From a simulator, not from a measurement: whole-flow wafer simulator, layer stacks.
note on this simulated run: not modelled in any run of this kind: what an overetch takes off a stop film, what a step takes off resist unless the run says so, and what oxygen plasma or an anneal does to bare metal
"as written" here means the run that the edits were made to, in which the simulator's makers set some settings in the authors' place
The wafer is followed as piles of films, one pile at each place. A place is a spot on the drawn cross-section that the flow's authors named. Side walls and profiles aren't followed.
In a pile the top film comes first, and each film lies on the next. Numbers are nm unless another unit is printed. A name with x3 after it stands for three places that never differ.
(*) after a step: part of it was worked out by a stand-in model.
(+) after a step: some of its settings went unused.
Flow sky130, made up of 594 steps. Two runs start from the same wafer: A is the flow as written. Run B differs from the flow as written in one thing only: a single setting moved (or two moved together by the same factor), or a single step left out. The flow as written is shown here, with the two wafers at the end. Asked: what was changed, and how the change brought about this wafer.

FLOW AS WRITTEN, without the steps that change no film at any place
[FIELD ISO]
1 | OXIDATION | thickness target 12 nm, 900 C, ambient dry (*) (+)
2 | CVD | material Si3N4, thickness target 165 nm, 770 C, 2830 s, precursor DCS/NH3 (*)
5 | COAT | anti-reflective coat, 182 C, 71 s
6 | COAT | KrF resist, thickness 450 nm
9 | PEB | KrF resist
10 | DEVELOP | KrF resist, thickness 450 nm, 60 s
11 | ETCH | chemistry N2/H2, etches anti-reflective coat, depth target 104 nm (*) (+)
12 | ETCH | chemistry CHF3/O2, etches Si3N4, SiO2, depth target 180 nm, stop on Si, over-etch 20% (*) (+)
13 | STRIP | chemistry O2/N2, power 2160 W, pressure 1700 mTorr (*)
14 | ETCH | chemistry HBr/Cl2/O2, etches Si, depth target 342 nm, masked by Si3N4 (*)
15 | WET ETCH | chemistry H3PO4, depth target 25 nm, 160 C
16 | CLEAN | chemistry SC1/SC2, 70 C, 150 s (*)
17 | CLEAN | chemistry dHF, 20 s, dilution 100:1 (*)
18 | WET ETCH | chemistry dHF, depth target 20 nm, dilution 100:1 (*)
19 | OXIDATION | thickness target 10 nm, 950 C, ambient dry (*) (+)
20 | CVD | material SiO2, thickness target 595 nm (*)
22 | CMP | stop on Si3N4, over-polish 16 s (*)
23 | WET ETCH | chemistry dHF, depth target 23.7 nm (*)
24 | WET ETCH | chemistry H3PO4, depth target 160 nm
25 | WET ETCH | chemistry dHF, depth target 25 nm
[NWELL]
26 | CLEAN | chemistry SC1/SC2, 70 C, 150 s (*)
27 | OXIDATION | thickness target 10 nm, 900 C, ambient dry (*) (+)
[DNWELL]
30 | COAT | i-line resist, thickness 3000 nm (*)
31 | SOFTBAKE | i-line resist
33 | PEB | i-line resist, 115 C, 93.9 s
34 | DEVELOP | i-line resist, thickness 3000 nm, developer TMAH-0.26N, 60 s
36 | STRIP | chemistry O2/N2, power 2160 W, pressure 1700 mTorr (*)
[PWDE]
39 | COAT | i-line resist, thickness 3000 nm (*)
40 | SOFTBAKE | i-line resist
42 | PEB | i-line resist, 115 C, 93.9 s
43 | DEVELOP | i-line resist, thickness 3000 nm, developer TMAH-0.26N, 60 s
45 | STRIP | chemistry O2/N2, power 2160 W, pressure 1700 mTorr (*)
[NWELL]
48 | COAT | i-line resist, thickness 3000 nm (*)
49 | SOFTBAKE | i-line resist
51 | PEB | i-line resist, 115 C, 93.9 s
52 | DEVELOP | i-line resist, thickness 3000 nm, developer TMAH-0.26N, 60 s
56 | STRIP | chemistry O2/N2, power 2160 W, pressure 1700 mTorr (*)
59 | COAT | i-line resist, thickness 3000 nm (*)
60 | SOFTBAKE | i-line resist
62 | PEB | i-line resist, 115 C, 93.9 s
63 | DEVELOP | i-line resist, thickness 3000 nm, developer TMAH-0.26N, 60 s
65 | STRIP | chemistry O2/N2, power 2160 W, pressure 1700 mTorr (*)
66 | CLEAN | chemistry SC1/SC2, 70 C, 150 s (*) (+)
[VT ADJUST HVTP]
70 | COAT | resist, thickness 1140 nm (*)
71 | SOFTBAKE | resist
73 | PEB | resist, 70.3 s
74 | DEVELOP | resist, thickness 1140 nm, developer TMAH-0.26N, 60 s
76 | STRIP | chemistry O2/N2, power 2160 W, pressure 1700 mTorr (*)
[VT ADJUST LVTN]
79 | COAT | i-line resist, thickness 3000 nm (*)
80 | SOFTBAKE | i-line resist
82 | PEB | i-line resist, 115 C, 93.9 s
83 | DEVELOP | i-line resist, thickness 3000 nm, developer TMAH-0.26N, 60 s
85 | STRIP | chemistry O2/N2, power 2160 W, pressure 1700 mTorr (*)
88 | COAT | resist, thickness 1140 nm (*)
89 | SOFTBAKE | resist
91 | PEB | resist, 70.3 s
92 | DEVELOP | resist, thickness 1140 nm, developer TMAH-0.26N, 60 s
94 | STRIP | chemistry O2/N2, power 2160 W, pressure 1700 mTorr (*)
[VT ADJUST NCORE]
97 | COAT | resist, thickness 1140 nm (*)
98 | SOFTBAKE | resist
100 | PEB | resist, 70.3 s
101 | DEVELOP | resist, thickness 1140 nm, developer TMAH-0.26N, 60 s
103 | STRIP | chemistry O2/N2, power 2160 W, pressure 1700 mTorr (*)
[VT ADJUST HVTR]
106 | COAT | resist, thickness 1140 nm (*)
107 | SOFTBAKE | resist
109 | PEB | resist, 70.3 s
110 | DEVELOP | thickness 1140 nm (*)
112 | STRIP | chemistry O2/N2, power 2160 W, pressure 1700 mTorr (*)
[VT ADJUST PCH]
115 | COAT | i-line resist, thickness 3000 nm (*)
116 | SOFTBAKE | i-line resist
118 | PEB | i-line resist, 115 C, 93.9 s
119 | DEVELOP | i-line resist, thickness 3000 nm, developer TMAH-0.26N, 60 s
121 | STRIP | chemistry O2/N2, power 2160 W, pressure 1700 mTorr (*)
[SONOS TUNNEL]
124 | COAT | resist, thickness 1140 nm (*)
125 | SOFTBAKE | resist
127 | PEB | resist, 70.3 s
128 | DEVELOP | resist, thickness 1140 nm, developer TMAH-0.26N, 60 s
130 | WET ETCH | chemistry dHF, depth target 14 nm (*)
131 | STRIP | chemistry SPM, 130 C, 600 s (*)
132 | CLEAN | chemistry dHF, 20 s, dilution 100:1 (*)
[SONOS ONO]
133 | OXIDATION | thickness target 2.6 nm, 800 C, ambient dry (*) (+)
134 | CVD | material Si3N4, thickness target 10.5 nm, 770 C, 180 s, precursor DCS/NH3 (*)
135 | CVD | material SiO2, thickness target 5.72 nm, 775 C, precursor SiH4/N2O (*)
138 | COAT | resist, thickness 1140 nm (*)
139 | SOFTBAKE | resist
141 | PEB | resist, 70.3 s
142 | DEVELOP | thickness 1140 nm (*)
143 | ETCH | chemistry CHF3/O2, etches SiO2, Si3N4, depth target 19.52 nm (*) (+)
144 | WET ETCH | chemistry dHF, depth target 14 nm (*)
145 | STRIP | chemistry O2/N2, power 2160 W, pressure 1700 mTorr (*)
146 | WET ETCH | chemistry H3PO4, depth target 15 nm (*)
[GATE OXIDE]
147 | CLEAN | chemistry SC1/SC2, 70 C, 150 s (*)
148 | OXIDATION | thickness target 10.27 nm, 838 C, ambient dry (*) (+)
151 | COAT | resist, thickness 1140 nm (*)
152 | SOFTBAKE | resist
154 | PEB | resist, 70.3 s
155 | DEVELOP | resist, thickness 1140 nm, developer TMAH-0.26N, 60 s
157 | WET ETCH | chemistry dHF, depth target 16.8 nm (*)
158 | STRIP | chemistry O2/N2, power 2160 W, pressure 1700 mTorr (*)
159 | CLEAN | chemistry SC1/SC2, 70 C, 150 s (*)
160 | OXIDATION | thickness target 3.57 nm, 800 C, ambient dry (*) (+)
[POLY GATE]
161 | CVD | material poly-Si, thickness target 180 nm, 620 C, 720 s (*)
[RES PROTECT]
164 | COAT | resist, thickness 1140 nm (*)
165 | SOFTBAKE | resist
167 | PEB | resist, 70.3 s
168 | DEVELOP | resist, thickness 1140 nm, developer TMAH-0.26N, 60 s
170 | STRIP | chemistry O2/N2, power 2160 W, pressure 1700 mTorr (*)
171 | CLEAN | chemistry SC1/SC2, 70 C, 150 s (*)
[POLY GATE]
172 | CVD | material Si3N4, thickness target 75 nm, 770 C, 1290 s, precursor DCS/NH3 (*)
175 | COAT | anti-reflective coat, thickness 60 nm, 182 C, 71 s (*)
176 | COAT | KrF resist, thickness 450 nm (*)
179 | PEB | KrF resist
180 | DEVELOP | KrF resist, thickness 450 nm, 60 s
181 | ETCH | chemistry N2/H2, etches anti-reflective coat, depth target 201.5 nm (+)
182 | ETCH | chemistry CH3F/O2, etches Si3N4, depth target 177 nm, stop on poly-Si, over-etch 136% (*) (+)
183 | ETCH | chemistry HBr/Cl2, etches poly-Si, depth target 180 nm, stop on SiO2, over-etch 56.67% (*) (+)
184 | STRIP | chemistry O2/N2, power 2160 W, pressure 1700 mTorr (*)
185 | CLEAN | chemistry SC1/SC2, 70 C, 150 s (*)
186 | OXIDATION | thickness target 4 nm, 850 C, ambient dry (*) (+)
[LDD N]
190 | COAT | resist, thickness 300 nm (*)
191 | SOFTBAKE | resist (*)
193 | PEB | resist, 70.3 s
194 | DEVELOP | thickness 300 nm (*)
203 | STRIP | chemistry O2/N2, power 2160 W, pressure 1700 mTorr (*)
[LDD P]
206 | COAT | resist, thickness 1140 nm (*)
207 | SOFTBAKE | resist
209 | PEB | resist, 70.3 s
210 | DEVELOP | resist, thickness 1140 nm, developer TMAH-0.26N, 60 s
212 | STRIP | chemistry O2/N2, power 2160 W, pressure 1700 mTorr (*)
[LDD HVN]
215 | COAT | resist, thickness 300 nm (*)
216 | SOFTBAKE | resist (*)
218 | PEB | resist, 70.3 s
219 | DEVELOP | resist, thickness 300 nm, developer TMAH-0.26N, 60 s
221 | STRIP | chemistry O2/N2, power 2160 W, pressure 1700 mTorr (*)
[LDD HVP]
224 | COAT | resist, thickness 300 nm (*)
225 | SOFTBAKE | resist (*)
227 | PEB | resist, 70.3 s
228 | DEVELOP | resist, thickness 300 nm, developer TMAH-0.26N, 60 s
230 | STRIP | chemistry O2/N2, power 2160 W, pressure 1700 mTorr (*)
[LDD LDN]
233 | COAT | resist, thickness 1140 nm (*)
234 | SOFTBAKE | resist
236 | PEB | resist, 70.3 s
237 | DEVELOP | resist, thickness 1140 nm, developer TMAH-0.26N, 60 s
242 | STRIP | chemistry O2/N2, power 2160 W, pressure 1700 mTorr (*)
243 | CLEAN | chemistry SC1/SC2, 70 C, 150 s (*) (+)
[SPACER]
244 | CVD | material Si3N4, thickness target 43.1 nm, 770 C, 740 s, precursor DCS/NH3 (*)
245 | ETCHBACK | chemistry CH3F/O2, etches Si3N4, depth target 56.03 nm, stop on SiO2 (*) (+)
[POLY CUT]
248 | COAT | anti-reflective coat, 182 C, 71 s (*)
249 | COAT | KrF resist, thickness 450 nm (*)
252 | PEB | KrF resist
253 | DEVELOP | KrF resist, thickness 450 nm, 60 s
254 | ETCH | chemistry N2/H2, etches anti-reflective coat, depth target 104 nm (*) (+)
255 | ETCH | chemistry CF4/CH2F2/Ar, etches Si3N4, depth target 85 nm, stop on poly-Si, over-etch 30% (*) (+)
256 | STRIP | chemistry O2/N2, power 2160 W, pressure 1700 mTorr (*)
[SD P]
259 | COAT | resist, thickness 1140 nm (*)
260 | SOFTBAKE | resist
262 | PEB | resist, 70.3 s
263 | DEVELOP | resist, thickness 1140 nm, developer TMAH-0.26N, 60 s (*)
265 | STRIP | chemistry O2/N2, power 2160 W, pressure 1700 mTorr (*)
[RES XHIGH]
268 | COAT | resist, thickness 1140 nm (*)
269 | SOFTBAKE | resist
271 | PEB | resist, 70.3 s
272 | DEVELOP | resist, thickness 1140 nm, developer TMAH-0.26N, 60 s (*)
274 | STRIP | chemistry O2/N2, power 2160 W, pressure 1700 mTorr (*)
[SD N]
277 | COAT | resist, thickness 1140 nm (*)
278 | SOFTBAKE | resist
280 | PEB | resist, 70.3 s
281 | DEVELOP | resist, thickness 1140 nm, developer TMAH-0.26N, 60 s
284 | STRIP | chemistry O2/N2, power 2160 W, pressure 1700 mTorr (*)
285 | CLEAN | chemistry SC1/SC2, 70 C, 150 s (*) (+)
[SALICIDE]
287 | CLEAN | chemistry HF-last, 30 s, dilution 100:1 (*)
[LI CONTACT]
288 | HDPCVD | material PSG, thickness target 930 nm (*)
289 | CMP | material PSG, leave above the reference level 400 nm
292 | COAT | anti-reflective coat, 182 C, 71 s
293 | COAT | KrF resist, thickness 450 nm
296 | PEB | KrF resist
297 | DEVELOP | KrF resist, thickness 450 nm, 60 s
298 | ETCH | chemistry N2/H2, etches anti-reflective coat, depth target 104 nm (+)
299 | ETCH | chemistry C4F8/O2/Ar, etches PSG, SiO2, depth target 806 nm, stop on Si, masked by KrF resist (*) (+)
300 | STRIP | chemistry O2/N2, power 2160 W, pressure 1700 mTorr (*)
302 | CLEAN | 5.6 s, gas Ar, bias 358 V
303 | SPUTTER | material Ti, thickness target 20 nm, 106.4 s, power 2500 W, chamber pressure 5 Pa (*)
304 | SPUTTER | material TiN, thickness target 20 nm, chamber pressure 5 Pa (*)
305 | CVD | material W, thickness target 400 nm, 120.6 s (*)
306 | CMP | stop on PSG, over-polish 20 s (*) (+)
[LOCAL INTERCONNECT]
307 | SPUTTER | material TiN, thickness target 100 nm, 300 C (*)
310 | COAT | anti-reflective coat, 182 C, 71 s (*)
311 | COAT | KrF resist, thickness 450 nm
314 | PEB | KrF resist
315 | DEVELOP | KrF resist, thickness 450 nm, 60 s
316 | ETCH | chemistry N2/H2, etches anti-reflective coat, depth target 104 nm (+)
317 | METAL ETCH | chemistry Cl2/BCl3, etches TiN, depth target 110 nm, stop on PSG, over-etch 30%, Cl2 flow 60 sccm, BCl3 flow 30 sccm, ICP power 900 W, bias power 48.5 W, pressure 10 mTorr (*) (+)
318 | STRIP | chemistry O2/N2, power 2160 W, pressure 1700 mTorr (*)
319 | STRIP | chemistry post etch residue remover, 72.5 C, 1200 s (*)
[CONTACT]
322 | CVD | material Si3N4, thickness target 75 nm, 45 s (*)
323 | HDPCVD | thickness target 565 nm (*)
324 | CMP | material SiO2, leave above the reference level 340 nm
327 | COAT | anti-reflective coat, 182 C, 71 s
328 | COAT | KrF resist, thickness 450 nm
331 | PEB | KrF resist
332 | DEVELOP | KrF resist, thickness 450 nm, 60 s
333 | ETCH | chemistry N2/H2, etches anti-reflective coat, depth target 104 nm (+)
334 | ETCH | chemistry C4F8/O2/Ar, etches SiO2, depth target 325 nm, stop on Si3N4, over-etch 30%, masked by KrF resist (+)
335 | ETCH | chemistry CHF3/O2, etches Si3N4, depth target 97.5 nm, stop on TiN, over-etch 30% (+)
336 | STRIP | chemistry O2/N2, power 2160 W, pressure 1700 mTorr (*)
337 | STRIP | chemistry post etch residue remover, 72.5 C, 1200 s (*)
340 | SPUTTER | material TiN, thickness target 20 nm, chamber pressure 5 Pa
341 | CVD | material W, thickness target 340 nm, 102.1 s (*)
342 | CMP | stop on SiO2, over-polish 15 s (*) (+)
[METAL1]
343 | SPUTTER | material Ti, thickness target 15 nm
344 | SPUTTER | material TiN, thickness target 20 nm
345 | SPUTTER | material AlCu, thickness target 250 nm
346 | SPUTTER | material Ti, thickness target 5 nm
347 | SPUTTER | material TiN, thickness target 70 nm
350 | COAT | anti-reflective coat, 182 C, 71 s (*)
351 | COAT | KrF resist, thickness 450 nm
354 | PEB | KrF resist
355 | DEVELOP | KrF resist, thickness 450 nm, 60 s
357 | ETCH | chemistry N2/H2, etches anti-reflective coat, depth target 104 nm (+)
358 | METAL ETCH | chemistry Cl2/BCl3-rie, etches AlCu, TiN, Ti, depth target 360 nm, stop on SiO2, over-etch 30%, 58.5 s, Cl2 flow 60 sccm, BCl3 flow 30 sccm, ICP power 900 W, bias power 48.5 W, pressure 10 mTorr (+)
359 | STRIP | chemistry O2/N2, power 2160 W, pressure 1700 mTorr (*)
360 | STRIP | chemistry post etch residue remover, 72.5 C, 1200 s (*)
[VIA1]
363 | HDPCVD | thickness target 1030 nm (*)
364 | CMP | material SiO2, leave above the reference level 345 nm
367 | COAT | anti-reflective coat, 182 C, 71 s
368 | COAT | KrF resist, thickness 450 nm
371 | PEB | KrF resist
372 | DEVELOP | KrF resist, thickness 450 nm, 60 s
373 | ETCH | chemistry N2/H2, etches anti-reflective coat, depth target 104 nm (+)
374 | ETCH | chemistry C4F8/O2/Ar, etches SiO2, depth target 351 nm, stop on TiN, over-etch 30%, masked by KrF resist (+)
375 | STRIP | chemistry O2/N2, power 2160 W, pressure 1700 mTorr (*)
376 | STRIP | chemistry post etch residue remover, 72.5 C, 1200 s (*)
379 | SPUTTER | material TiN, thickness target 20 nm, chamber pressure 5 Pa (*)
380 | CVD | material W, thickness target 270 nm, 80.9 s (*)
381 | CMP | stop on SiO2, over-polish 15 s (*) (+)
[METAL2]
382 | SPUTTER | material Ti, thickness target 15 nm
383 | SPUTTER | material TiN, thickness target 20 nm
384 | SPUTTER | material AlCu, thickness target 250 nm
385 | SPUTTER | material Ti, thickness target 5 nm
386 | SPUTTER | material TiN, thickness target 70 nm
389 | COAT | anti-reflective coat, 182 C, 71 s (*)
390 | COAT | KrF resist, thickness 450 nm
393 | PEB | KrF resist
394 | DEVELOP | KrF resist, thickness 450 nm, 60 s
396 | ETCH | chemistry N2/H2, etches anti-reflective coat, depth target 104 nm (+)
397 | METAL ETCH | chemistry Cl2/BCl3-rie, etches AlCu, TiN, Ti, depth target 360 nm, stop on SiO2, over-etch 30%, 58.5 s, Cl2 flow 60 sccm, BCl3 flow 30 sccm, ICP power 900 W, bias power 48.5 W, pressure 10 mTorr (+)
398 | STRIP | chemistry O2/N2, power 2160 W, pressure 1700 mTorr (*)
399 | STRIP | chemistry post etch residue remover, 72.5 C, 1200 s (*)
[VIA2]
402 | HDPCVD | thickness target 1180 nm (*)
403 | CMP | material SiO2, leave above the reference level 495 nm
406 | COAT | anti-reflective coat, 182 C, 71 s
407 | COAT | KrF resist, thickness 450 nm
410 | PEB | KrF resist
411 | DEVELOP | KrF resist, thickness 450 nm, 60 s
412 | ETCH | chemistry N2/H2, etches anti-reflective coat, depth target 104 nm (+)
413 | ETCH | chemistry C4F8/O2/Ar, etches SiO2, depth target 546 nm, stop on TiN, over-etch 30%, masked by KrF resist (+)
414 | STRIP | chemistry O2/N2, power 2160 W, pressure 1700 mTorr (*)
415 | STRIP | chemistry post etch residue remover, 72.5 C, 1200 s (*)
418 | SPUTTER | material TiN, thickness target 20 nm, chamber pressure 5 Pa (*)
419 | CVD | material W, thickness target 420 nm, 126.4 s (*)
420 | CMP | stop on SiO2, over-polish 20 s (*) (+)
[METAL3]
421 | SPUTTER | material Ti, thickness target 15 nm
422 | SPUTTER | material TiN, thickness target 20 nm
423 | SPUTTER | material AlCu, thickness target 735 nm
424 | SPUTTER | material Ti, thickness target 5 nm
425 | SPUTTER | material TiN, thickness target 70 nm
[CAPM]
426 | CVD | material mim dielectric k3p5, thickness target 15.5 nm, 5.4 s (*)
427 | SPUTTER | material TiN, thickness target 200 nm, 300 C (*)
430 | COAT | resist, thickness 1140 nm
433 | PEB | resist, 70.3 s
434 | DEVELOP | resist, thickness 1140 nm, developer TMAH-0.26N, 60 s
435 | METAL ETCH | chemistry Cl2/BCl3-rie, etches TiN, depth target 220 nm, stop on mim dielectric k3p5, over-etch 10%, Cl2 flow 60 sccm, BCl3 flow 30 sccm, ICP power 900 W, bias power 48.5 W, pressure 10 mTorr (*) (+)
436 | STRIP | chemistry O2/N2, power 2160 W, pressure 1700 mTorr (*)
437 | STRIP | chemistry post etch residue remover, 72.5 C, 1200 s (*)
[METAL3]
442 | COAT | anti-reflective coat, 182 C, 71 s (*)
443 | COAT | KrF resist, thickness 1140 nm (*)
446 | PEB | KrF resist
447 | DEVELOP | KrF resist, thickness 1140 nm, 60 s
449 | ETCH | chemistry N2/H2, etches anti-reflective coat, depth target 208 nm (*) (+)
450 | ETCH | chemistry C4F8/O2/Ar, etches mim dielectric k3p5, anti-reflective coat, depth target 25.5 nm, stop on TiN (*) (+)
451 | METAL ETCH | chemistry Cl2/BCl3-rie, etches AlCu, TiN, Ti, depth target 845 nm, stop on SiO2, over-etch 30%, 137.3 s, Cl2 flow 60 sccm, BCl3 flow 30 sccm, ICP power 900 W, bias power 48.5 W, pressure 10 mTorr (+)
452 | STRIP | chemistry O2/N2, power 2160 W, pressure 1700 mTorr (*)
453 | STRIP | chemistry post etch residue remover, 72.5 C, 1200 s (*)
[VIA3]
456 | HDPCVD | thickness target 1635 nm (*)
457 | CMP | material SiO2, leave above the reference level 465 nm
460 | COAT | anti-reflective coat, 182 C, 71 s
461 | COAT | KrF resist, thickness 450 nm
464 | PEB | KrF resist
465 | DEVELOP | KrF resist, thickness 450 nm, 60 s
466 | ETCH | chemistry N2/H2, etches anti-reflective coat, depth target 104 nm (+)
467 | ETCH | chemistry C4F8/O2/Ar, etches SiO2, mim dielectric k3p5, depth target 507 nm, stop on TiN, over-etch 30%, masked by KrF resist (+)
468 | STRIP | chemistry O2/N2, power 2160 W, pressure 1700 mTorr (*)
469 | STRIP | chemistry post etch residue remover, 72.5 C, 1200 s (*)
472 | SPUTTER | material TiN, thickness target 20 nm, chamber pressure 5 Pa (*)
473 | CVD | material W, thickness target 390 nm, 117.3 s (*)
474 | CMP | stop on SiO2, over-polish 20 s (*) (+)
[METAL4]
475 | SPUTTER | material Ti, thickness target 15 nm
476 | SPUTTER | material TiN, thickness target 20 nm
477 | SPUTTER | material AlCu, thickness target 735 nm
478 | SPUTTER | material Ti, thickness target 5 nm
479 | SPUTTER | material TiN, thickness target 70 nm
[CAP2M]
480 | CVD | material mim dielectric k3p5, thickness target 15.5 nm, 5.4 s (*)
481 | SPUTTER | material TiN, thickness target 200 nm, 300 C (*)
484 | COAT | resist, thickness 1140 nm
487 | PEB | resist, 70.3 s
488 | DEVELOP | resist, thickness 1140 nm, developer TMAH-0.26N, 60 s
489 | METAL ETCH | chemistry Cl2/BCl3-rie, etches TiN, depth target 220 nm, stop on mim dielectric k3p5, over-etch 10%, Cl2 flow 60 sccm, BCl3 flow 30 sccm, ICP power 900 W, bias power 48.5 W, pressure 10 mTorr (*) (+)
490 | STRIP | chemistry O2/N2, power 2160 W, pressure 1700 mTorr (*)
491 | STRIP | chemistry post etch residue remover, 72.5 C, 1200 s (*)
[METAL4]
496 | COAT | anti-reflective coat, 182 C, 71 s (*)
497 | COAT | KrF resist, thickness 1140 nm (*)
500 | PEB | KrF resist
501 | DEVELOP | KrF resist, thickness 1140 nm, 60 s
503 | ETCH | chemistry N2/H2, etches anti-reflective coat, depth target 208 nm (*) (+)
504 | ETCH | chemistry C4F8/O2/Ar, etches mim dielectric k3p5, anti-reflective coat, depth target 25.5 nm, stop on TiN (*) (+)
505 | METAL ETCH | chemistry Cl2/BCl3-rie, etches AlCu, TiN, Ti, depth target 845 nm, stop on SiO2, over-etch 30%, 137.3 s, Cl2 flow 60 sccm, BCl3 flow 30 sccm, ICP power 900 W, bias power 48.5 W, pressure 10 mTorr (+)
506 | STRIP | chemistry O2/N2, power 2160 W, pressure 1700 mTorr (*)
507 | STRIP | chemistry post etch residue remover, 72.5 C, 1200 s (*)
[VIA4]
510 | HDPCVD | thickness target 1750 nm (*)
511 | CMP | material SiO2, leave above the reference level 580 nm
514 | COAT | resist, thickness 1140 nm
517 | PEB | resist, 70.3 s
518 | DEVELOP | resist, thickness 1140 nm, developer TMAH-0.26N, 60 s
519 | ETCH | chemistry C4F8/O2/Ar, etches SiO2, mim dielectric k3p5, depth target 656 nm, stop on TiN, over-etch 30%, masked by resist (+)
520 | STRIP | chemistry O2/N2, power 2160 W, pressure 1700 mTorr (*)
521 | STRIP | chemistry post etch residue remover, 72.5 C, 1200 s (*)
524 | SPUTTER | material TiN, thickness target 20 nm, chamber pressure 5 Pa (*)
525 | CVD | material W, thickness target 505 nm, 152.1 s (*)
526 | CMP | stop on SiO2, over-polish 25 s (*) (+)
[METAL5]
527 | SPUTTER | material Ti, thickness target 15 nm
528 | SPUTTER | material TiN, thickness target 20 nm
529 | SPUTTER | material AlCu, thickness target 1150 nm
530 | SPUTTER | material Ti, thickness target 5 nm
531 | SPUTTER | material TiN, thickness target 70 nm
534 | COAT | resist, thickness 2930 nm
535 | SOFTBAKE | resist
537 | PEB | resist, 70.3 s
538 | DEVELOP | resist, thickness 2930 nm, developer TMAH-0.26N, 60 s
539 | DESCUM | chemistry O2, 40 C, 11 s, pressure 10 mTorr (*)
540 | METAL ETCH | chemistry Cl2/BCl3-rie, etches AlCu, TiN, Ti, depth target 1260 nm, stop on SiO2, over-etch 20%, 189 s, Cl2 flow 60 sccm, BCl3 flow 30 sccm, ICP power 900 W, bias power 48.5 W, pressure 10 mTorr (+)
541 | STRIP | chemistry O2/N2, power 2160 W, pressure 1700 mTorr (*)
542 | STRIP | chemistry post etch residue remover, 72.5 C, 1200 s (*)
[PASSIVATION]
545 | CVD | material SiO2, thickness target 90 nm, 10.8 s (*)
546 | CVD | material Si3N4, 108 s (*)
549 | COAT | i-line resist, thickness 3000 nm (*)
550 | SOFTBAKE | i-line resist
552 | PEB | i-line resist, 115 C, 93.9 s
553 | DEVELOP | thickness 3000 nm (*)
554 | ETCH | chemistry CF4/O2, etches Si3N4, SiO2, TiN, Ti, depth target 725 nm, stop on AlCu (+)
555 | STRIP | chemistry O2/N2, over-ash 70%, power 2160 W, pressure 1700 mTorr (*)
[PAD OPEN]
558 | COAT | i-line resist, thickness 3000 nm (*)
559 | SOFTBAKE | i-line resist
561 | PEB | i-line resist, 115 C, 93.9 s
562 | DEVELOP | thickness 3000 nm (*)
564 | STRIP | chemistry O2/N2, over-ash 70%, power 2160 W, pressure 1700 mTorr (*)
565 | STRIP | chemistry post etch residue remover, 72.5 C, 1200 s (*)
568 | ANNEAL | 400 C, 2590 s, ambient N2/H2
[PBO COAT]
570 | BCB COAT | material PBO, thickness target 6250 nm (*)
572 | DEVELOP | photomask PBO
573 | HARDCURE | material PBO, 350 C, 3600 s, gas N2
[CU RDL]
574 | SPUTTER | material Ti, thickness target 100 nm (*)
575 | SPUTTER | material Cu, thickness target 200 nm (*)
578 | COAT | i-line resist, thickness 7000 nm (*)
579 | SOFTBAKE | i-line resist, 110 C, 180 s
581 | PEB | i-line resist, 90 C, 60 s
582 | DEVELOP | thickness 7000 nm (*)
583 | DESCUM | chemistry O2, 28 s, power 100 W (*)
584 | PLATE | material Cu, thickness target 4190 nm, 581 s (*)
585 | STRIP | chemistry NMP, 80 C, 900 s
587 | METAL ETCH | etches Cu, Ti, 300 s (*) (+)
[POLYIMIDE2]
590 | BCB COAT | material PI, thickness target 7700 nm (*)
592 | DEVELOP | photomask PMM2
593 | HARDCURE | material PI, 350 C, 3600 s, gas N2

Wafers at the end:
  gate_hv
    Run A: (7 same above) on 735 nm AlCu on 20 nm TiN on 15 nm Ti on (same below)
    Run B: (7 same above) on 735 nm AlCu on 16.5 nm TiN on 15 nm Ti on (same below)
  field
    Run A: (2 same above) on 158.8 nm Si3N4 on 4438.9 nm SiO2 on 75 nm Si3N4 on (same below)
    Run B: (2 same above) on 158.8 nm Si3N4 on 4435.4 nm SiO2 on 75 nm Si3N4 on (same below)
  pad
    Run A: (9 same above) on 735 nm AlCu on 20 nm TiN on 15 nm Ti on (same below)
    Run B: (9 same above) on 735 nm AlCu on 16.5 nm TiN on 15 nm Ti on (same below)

What caused this: step 476, SPUTTER: thickness target 16.5 nm was run, whereas the flow has thickness target 20 nm.
One can read it off the wafer: gate_hv has TiN 16.5, and step 476 as written asks for 20 nm.

The path from the change to this, step by step:
  476 | SPUTTER | material TiN, thickness target 20 nm
      field, active, n_well and 189 more: A TiN gains 20 (new film) | B TiN gains 16.5 (new film)
  505 | METAL ETCH | chemistry Cl2/BCl3-rie, etches AlCu, TiN, Ti, depth target 845 nm, stop on SiO2, over-etch 30%, 137.3 s, Cl2 flow 60 sccm, BCl3 flow 30 sccm, ICP power 900 W, bias power 48.5 W, pressure 10 mTorr (+)
      field, gate, spacer and 68 more: A TiN loses 70 (all of it), Ti loses 5 (all of it), AlCu loses 735 (all of it), TiN loses 20 (all of it), Ti loses 15 (all of it), SiO2 loses 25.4 | B TiN loses 70 (all of it), Ti loses 5 (all of it), AlCu loses 735 (all of it), TiN loses 16.5 (all of it), Ti loses 15 (all of it), SiO2 loses 25.7
      active, vpp_iso1, mim_edge_plate and 14 more: A TiN loses 70 (all of it), Ti loses 5 (all of it), AlCu loses 735 (all of it), TiN loses 20 (all of it), Ti loses 15 (all of it), SiO2 loses 25.3 | B TiN loses 70 (all of it), Ti loses 5 (all of it), AlCu loses 735 (all of it), TiN loses 16.5 (all of it), Ti loses 15 (all of it), SiO2 loses 25.7
